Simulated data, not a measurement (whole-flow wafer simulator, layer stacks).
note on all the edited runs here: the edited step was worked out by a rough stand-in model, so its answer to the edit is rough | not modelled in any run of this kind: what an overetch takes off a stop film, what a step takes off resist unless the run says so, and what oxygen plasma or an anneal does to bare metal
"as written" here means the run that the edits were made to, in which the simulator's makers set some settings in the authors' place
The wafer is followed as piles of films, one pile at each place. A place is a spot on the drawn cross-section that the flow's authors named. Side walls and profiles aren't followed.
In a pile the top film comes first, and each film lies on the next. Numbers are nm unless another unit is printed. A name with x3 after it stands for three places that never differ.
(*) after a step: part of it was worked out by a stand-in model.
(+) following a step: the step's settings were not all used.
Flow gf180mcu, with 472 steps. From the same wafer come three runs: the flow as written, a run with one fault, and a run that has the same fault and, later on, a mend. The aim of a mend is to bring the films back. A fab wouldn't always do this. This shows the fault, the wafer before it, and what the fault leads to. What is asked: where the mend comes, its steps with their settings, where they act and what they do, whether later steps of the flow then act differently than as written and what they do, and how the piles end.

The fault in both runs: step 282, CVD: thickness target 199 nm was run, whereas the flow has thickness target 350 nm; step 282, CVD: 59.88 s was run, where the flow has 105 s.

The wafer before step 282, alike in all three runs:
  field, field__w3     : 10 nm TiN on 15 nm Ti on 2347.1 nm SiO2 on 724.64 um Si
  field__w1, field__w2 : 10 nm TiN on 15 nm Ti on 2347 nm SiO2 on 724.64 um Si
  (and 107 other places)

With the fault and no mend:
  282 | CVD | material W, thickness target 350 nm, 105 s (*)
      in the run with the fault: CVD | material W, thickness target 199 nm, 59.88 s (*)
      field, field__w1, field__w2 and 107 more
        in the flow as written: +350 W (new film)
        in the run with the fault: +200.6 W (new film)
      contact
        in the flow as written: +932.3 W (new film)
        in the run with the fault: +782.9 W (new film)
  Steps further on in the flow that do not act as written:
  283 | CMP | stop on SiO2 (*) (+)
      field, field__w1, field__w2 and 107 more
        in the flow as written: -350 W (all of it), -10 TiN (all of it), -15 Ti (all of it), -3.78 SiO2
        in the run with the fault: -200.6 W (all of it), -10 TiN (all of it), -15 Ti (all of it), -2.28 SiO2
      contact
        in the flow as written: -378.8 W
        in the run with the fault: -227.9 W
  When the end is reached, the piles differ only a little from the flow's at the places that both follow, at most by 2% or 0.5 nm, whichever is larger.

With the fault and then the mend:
  After step 282 comes the mend.
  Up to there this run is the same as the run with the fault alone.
  282a | CVD | material W, thickness target 151 nm, 45.32 s (the flow's step 282, run once more with other settings)
      field, field__w1, field__w2 and 108 more
        +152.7 W
  None of the later steps of the flow differs from how it acts as written, at any place that is followed, by more than 2% or 0.5 nm, whichever is larger.
  When the end is reached, the piles differ only a little from the flow's at the places that both follow, at most by 2% or 0.5 nm, whichever is larger.
